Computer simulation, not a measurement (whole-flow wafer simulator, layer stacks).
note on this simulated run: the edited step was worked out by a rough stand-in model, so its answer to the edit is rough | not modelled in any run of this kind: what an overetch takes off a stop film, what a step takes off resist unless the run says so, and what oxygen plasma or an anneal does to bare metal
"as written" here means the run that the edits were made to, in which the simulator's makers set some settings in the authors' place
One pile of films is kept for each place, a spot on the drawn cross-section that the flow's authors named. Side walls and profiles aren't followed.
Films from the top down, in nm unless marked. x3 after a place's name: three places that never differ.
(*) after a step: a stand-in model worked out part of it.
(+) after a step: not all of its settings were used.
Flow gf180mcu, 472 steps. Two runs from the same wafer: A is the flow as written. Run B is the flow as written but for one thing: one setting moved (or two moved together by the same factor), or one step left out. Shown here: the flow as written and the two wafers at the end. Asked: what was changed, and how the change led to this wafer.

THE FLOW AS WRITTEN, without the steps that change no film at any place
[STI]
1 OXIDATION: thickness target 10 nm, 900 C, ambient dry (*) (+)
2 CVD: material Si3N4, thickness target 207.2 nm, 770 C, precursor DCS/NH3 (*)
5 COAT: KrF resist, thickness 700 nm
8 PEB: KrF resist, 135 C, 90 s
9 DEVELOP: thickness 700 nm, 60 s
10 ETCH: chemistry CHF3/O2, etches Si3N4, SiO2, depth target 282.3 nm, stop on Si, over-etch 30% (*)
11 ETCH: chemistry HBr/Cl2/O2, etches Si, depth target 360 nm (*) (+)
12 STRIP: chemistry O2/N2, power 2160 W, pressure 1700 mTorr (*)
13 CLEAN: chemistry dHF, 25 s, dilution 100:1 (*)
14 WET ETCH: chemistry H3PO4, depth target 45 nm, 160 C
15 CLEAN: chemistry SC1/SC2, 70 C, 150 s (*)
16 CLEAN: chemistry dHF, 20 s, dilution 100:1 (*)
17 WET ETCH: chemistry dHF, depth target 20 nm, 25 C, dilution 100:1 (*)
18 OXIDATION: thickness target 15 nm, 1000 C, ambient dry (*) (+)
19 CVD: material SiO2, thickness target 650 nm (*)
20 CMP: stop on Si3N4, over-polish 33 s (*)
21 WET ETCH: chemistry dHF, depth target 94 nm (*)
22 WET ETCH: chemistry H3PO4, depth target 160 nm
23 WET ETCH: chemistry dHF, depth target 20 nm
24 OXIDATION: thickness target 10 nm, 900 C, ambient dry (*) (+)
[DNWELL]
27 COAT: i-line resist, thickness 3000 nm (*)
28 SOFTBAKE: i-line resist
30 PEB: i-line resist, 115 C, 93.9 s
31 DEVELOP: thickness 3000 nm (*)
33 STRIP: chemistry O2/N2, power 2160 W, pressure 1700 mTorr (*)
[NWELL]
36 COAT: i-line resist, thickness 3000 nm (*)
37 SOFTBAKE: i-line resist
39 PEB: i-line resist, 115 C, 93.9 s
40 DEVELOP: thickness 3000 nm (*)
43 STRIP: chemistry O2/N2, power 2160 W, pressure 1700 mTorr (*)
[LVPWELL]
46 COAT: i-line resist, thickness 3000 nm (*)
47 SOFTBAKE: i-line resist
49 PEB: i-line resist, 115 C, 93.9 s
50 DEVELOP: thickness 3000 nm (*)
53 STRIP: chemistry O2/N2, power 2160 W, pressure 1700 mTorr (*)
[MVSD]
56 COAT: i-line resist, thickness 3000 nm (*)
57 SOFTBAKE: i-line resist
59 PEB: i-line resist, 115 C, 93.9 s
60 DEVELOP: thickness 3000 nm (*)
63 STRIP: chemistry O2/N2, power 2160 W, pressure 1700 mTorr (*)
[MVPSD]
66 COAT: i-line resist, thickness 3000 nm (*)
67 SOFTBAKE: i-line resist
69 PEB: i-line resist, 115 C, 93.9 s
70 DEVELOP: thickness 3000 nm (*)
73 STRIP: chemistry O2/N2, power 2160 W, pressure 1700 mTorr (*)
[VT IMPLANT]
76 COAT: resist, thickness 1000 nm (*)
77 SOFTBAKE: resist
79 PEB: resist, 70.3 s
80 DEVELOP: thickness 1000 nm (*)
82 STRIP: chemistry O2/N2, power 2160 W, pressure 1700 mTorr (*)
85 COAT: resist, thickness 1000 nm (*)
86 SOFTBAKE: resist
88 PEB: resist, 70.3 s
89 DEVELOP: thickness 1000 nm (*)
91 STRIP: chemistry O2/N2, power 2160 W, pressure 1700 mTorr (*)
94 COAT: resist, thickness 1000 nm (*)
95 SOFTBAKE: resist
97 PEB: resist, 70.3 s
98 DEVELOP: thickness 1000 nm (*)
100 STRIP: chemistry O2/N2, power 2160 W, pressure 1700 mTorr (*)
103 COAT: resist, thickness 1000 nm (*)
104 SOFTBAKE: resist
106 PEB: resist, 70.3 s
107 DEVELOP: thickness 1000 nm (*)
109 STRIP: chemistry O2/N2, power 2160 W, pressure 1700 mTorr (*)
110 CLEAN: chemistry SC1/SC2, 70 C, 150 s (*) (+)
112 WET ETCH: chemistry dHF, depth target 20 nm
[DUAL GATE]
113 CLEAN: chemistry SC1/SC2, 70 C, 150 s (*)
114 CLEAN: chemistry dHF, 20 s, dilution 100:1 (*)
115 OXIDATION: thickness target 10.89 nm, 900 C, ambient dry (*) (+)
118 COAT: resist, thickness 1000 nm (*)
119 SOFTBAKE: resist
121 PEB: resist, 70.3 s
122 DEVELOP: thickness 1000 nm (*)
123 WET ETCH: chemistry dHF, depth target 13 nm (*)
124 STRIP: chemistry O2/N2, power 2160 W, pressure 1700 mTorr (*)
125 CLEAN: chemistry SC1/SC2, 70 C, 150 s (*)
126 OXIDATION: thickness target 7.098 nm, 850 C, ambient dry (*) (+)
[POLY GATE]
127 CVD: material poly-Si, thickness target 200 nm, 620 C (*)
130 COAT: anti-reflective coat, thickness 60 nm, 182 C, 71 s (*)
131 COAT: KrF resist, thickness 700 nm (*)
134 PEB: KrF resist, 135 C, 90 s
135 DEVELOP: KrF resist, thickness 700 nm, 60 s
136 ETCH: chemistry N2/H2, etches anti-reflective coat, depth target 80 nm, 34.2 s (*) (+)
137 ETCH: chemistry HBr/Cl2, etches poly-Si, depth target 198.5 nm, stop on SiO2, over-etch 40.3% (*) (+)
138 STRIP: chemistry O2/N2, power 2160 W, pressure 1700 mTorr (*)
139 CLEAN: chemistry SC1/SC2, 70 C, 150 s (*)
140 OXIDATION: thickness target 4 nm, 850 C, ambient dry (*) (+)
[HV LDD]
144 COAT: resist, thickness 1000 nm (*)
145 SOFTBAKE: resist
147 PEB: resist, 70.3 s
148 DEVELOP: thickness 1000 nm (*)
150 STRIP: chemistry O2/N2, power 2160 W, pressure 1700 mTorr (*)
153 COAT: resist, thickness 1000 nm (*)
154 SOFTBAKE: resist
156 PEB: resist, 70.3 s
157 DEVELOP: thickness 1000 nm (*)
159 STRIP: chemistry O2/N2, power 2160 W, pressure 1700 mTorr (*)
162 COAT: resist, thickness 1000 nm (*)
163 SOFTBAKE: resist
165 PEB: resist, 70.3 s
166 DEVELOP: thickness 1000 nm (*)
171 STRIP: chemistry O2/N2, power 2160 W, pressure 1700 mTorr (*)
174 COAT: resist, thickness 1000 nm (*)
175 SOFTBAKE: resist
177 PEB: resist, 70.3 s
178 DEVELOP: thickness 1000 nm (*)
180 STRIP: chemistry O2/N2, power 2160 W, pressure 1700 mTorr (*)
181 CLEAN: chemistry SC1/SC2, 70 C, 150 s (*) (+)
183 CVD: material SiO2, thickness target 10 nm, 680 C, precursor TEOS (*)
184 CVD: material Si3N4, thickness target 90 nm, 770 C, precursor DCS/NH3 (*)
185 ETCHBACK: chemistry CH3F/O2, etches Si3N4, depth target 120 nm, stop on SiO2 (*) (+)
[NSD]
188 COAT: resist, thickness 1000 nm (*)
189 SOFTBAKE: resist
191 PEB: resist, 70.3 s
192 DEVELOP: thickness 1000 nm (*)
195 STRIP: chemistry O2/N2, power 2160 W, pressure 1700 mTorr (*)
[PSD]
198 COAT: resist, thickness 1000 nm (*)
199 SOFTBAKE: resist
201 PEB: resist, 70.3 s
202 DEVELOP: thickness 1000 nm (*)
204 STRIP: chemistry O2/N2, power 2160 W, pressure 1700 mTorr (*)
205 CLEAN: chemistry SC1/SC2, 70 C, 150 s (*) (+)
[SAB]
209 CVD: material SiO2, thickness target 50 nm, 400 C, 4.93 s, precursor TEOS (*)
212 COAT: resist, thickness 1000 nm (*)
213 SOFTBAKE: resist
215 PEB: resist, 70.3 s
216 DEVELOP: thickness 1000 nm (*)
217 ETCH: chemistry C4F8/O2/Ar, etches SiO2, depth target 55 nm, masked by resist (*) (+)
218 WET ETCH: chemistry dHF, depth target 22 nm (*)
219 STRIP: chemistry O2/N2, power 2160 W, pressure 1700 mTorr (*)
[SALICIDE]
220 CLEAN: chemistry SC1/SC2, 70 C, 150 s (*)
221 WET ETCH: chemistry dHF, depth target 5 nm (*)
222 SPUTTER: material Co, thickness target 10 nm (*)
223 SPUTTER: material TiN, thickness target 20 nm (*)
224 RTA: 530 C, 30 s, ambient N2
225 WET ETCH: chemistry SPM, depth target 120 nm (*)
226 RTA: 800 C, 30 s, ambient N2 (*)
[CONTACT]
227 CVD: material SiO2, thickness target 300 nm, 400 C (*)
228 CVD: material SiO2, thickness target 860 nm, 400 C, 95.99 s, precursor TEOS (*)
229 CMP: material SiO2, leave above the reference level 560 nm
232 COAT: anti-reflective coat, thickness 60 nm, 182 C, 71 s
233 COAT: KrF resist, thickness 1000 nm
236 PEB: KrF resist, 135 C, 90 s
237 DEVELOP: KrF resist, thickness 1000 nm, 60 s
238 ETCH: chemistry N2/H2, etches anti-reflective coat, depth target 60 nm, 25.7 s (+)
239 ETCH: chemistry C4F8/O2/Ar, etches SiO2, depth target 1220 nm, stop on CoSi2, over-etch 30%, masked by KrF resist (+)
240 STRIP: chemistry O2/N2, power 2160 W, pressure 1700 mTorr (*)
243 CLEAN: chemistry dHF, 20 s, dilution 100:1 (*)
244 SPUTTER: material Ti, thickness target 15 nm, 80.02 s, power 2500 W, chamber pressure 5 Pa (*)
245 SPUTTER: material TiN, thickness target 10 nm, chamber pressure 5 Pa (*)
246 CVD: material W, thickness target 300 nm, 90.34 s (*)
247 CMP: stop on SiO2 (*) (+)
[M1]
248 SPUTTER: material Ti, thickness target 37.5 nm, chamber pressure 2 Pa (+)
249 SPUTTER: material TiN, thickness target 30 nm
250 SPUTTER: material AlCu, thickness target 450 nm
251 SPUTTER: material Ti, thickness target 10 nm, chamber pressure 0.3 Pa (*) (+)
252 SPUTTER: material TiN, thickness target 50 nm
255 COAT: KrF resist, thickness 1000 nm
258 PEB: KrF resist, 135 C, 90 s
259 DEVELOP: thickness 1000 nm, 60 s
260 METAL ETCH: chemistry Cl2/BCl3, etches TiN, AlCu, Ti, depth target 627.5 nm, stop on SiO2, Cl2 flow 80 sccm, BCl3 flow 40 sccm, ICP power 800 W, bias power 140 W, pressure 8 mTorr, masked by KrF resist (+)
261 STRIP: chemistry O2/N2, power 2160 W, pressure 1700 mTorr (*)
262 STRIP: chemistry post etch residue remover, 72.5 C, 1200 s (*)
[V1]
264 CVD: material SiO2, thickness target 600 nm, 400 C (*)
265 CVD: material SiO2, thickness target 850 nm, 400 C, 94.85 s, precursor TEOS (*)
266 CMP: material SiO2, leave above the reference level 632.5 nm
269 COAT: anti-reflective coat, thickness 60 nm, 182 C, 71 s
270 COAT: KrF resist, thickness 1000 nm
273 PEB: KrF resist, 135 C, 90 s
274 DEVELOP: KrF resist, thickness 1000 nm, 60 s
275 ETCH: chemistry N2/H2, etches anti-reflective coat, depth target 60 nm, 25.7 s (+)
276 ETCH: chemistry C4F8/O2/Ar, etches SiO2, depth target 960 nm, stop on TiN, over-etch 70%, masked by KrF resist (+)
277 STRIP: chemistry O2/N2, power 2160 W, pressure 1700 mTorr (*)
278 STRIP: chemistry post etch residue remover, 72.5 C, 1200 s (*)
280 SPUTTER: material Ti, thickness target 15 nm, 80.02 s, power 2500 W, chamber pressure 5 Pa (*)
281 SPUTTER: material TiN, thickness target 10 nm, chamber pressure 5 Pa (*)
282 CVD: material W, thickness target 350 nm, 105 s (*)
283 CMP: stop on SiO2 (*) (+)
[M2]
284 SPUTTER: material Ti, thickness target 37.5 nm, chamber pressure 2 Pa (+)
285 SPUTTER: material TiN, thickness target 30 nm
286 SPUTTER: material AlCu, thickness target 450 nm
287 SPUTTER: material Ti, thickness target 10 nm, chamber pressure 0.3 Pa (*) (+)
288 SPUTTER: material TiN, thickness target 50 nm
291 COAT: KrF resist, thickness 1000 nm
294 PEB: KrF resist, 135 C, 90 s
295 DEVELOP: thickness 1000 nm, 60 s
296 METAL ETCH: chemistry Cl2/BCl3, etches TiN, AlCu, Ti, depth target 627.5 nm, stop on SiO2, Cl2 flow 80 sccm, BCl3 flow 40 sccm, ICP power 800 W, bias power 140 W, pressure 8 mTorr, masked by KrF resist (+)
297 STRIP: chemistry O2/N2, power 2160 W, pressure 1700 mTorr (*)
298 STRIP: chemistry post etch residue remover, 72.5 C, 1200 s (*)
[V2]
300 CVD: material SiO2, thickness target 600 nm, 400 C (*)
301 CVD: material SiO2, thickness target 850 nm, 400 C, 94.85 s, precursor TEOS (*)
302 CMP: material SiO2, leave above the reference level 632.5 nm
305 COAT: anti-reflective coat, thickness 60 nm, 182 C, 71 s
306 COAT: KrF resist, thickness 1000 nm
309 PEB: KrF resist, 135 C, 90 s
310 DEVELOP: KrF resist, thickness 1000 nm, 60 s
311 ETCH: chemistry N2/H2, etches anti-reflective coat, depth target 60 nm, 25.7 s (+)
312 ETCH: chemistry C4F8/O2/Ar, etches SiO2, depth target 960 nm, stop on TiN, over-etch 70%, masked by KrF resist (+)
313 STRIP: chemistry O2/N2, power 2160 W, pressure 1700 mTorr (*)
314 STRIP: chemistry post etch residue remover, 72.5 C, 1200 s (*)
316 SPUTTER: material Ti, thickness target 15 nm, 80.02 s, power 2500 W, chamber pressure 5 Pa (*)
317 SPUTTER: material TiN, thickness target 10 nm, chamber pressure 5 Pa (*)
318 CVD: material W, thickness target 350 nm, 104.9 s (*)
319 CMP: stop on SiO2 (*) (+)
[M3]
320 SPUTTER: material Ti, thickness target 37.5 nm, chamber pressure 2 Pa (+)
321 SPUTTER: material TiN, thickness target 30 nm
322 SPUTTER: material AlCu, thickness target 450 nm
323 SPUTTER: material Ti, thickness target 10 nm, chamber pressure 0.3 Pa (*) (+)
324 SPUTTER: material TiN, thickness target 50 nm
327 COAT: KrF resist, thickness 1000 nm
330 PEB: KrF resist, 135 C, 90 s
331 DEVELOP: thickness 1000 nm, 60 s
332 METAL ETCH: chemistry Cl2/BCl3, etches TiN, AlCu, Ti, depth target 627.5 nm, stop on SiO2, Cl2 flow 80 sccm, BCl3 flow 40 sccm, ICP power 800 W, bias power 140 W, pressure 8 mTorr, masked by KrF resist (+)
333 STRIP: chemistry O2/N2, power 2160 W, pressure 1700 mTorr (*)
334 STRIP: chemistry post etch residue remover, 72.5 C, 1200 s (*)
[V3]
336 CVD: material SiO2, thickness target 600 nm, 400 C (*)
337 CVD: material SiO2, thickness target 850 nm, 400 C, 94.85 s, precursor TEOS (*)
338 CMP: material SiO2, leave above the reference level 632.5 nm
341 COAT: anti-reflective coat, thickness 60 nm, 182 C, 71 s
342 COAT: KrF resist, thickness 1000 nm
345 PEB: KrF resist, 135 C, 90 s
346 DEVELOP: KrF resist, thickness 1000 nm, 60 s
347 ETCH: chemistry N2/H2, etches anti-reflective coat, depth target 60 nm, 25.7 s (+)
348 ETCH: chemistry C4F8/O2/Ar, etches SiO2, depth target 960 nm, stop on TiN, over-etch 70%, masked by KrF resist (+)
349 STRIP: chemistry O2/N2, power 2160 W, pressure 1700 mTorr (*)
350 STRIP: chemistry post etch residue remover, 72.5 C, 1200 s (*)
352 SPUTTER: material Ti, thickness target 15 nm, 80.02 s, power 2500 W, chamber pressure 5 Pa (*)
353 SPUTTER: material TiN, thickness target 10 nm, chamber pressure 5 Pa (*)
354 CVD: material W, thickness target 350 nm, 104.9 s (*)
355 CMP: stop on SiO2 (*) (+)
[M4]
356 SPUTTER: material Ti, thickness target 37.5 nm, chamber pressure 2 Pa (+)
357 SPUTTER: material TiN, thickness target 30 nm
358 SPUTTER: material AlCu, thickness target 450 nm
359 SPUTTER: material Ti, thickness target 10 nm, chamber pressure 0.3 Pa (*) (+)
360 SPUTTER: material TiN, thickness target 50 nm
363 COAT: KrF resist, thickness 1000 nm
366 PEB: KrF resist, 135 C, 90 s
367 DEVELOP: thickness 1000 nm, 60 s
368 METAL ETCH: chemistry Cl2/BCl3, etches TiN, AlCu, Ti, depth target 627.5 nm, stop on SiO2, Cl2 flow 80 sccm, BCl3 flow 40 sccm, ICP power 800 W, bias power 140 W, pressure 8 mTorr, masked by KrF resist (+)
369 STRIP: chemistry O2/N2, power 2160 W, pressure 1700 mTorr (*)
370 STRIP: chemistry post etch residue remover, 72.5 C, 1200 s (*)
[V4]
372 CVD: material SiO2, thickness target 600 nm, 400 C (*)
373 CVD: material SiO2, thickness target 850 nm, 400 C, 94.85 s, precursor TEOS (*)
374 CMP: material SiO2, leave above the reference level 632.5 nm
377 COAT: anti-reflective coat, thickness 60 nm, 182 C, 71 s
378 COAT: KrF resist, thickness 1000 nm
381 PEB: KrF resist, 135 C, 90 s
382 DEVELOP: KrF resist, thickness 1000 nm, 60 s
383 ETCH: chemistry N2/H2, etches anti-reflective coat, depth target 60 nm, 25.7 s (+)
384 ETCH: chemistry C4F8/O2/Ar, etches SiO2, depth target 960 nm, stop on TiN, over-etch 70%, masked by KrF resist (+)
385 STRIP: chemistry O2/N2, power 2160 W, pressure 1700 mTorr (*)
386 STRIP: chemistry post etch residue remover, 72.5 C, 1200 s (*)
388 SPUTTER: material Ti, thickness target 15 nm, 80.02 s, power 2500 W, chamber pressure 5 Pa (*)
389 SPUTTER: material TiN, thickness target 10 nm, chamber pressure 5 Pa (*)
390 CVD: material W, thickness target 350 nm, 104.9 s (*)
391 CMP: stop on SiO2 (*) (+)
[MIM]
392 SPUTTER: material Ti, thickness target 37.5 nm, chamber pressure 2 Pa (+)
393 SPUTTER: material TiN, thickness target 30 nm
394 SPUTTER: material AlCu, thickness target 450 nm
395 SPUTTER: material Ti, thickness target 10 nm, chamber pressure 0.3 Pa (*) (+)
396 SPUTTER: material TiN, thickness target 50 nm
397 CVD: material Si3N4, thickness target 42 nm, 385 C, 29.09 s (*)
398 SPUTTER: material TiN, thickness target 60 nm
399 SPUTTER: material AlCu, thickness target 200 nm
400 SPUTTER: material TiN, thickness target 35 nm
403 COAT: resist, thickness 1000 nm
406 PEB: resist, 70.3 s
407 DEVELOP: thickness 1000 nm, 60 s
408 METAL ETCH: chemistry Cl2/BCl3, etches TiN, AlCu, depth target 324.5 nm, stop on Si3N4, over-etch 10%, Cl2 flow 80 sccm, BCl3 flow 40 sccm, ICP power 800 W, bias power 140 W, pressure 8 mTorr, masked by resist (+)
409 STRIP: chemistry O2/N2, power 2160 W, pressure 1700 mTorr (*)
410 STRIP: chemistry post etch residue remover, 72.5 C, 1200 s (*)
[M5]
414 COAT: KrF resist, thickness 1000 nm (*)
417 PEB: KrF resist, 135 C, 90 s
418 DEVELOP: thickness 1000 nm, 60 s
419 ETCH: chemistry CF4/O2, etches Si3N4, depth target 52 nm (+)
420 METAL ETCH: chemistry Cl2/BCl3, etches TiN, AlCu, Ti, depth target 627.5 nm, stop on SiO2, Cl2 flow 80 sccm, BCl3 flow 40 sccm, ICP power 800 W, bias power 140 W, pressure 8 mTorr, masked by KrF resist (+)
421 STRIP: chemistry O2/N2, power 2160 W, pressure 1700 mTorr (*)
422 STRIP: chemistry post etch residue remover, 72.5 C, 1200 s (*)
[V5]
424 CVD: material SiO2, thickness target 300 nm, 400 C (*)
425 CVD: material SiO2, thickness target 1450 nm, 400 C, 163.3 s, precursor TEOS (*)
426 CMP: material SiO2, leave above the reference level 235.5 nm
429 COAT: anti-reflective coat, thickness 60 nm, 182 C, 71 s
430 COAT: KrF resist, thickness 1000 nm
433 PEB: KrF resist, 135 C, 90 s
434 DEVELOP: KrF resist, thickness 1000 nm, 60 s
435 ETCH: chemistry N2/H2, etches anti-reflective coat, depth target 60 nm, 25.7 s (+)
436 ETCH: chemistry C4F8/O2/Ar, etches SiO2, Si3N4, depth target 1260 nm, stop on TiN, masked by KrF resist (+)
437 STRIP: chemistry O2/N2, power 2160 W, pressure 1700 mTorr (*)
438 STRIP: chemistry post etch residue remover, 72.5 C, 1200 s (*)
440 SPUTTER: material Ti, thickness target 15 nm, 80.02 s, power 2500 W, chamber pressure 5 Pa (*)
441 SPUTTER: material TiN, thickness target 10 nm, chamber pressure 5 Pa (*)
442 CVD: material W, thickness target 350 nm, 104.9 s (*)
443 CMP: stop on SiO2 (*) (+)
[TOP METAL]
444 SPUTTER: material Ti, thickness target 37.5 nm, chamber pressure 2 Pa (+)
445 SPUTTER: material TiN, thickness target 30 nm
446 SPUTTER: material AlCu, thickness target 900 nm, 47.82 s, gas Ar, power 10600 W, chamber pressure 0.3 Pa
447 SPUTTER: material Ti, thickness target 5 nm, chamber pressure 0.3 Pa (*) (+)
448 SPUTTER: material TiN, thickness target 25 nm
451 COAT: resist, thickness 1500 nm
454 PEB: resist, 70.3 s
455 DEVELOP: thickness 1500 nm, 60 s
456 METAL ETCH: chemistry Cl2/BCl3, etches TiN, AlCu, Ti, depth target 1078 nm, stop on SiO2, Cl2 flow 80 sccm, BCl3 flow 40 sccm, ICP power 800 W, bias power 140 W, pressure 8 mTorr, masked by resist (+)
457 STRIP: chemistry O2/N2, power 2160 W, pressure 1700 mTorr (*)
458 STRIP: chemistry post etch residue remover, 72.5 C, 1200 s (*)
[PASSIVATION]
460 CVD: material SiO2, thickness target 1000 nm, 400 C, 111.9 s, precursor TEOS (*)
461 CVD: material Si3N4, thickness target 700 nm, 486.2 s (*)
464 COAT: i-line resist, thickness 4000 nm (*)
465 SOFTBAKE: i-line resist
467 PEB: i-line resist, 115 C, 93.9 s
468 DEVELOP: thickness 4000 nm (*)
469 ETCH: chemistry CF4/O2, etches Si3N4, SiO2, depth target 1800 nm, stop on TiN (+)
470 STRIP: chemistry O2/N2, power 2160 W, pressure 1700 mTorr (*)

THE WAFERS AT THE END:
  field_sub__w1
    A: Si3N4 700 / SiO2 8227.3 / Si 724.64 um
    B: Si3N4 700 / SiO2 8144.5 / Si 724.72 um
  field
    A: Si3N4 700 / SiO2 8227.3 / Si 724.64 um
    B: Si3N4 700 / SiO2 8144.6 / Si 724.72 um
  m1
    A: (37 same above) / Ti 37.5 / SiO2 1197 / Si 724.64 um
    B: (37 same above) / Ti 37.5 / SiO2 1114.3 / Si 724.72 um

The cause: step 11, ETCH: depth target 277 nm was run, where the flow has depth target 360 nm.

How the change led to this, step by step:
  11 ETCH: chemistry HBr/Cl2/O2, etches Si, depth target 360 nm (*) (+)
      active, n_well, p_well and 40 more: A KrF resist -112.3 | B KrF resist -84.7
      field, field_sub, sti and 34 more: A Si -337 | B Si -254
  12 STRIP: chemistry O2/N2, power 2160 W, pressure 1700 mTorr (*)
      active, n_well, p_well and 40 more: A KrF resist -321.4 (all of it) | B KrF resist -349.1 (all of it)
  19 CVD: material SiO2, thickness target 650 nm (*)
      m1, ld_fp_n, ld_drift_n and 8 more: A SiO2 +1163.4 | B SiO2 +1080.4
  20 CMP: stop on Si3N4, over-polish 33 s (*)
      sti, mim_1p0, pad and 11 more: A SiO2 -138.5 | B SiO2 -221.5
      nw_enc_fld, nw_enc_fld_lv: A SiO2 -142.5 | B SiO2 -225.5
      (and at 10 more places)
